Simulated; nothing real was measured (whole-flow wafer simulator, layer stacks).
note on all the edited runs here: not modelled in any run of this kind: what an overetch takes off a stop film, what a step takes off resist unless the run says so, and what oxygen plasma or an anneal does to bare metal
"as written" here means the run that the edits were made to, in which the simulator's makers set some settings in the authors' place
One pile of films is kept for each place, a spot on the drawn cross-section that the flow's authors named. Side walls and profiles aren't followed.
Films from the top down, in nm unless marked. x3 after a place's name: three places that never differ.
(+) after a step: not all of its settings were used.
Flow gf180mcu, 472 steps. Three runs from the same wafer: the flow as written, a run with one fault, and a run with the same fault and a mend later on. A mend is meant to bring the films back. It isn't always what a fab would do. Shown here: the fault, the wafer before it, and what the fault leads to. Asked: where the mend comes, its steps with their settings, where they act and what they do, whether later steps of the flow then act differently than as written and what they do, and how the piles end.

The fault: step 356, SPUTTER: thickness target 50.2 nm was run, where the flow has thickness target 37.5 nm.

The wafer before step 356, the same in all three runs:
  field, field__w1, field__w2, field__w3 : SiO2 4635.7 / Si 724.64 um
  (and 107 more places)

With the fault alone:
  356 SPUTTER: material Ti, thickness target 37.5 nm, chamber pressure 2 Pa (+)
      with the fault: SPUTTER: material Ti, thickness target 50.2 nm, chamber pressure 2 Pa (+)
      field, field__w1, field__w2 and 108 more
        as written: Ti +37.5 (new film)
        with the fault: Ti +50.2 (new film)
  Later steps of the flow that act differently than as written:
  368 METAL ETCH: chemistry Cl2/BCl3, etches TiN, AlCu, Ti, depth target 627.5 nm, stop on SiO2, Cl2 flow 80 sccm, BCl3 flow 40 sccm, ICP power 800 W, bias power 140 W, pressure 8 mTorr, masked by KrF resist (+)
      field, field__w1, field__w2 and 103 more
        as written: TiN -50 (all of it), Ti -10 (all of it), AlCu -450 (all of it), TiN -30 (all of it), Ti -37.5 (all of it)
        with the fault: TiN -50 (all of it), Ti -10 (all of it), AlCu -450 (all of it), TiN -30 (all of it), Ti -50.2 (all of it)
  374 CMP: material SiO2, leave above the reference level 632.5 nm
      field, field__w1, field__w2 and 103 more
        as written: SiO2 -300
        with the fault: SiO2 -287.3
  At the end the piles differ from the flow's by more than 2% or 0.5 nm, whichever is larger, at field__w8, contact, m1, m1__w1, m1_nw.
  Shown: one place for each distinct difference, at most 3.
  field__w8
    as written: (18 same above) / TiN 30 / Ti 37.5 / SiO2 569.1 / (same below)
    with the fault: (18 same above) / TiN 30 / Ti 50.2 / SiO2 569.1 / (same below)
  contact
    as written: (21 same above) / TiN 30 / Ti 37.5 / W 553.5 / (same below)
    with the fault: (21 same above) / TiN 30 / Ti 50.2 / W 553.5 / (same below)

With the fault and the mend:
  The mend comes after step 356.
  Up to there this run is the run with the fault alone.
  356a METAL ETCH: chemistry Cl2/BCl3, etches TiN, AlCu, Ti, depth target 12.7 nm, Cl2 flow 80 sccm, BCl3 flow 40 sccm, ICP power 800 W, bias power 140 W, pressure 8 mTorr (the flow's step 260 once more, with other settings)
      field, field__w1, field__w2 and 108 more
        Ti -12.7
  No later step of the flow acts differently than as written at any place that is followed.
  At the end the piles are the same as the flow's at every place that both follow.
